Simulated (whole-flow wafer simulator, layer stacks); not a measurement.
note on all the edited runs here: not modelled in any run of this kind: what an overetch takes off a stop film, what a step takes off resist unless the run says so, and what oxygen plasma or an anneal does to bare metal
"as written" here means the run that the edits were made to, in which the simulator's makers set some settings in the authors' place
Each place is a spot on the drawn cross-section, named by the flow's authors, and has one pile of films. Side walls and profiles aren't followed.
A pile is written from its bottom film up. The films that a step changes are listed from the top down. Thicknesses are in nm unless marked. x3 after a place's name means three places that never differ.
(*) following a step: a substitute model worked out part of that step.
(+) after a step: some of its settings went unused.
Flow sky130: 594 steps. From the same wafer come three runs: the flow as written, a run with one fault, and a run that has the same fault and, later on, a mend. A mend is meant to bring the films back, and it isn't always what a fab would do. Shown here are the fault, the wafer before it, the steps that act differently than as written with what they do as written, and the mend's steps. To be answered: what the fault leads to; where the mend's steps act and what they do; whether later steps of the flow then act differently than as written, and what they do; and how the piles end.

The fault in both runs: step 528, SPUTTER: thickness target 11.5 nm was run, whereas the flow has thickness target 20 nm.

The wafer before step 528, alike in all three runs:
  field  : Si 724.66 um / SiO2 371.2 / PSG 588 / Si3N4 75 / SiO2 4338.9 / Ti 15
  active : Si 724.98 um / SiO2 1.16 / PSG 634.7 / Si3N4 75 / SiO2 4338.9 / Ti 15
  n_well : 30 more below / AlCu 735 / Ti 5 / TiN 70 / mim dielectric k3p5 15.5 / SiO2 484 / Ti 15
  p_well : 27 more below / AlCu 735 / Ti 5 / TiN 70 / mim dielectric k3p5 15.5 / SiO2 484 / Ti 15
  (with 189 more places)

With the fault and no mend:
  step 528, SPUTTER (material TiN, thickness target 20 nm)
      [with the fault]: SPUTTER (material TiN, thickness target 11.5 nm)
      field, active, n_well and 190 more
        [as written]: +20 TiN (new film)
        [with the fault]: +11.5 TiN (new film)
  Steps further on in the flow that do not act as written (not shown: 19 more steps that differ only slightly, by at most 2% or 0.5 nm, whichever is larger):
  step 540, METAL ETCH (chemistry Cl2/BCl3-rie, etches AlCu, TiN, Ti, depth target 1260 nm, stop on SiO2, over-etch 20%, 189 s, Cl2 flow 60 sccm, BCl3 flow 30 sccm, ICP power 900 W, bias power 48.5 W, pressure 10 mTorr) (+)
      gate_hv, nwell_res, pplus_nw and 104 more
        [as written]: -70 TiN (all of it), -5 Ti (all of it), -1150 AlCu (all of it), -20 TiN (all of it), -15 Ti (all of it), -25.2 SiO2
        [with the fault]: -70 TiN (all of it), -5 Ti (all of it), -1150 AlCu (all of it), -11.5 TiN (all of it), -15 Ti (all of it), -26.1 SiO2
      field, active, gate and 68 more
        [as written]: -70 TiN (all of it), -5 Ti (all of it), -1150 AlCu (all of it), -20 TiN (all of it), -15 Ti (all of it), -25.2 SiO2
        [with the fault]: -70 TiN (all of it), -5 Ti (all of it), -1150 AlCu (all of it), -11.5 TiN (all of it), -15 Ti (all of it), -26 SiO2
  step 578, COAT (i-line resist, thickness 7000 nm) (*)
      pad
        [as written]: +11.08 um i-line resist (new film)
        [with the fault]: +11.09 um i-line resist (new film)
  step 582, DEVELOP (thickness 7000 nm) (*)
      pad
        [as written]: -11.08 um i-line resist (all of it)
        [with the fault]: -11.09 um i-line resist (all of it)
  By the end, the piles at n_well, p_well, sd_n and 12 more depart from the flow's by more than 2% or 0.5 nm, whichever is larger.
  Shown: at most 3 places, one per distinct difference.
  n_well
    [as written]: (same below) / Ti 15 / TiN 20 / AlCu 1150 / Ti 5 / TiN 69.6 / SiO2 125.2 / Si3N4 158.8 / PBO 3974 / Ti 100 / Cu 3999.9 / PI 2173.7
    [with the fault]: (same below) / Ti 15 / TiN 11.5 / AlCu 1150 / Ti 5 / TiN 69.6 / SiO2 125.2 / Si3N4 158.8 / PBO 3980.1 / Ti 100 / Cu 3999.9 / PI 2174.7
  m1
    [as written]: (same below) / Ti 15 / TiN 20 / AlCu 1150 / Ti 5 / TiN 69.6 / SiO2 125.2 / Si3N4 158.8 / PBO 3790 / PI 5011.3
    [with the fault]: (same below) / Ti 15 / TiN 11.5 / AlCu 1150 / Ti 5 / TiN 69.6 / SiO2 125.2 / Si3N4 158.8 / PBO 3797.1 / PI 5011.7
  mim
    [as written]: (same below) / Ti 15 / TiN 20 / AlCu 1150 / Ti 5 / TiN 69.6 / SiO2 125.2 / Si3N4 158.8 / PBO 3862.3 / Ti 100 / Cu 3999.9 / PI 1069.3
    [with the fault]: (same below) / Ti 15 / TiN 11.5 / AlCu 1150 / Ti 5 / TiN 69.6 / SiO2 125.2 / Si3N4 158.8 / PBO 3868.8 / Ti 100 / Cu 3999.9 / PI 1070.1

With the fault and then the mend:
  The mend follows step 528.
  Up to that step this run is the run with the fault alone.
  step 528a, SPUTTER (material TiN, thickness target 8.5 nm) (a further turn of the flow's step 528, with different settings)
      field, active, n_well and 190 more
        +8.5 TiN
  Every later step of the flow that is run acts as written at every place that is followed.
  The piles end the same as the flow's at every place that both follow.
